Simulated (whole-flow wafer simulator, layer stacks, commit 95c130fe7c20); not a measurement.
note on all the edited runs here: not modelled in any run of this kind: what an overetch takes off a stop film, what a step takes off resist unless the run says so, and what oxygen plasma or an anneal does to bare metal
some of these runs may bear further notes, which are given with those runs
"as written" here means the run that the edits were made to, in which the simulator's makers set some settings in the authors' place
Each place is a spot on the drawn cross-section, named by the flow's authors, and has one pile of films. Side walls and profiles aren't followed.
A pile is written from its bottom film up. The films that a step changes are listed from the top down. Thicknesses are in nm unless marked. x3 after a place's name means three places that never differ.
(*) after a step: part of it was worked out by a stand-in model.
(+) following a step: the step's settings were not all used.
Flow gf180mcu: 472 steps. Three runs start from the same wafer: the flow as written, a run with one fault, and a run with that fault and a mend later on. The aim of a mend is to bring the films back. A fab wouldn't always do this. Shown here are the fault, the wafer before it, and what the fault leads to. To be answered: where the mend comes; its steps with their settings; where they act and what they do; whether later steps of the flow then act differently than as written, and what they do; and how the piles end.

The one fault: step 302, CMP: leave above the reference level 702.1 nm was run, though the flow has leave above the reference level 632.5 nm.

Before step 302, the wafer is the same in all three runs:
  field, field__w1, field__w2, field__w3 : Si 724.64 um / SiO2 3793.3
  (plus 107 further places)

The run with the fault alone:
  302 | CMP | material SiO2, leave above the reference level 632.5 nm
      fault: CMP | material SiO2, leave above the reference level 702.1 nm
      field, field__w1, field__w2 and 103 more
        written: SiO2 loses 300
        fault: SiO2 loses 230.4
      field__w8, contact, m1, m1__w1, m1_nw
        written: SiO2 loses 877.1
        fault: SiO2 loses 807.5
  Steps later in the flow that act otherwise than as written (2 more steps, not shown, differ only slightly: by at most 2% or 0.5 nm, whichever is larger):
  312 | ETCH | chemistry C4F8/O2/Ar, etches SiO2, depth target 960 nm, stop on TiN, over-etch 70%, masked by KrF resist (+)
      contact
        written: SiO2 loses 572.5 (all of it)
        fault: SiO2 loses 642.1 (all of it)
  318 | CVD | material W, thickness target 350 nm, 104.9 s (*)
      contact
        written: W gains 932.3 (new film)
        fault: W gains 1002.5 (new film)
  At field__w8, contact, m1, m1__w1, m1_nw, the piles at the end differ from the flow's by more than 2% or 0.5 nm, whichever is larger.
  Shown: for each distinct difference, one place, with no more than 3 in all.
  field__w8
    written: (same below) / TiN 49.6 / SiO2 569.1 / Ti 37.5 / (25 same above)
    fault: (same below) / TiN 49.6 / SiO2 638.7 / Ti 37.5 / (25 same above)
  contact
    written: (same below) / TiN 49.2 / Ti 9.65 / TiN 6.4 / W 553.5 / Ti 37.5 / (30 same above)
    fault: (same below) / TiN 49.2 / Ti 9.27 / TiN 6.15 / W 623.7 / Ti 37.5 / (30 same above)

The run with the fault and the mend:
  The mend follows step 310.
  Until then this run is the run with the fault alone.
  310a | STRIP | chemistry O2/N2, power 2160 W, pressure 1700 mTorr (*)
      field, field__w1, field__w2 and 107 more
        KrF resist loses 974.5 (all of it), anti-reflective coat loses 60 (all of it)
      contact
        anti-reflective coat loses 60 (all of it)
  310b | CMP | material SiO2, leave above the reference level 632.5 nm (a further turn of the flow's step 302)
      field, field__w1, field__w2 and 108 more
        SiO2 loses 69.6
  310c | HMDS | 120 C, 60 s (a further turn of the flow's step 304)
      alters no film at any place that is followed
  310d | COAT | anti-reflective coat, thickness 60 nm, 182 C, 71 s (a further turn of the flow's step 305)
      field, field__w1, field__w2 and 108 more
        anti-reflective coat gains 60 (new film)
  310e | COAT | KrF resist, thickness 1000 nm (a further turn of the flow's step 306)
      field, field__w1, field__w2 and 108 more
        KrF resist gains 1000 (new film)
  310f | SOFTBAKE | KrF resist (a further turn of the flow's step 307)
      alters no film at any place that is followed
  310g | EXPOSE | photomask Via2 (a further turn of the flow's step 308)
      alters no film at any place that is followed
  310h | PEB | KrF resist, 135 C, 90 s (a further turn of the flow's step 309)
      field, field__w1, field__w2 and 108 more
        KrF resist loses 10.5
  310i | DEVELOP | KrF resist, thickness 1000 nm, 60 s (a further turn of the flow's step 310)
      field, field__w1, field__w2 and 107 more
        KrF resist loses 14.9
      contact
        KrF resist loses 989.5 (all of it)
  Later steps of the flow that are run all act as written at every place that is followed.
  At every place that both follow, the piles at the end match the flow's.
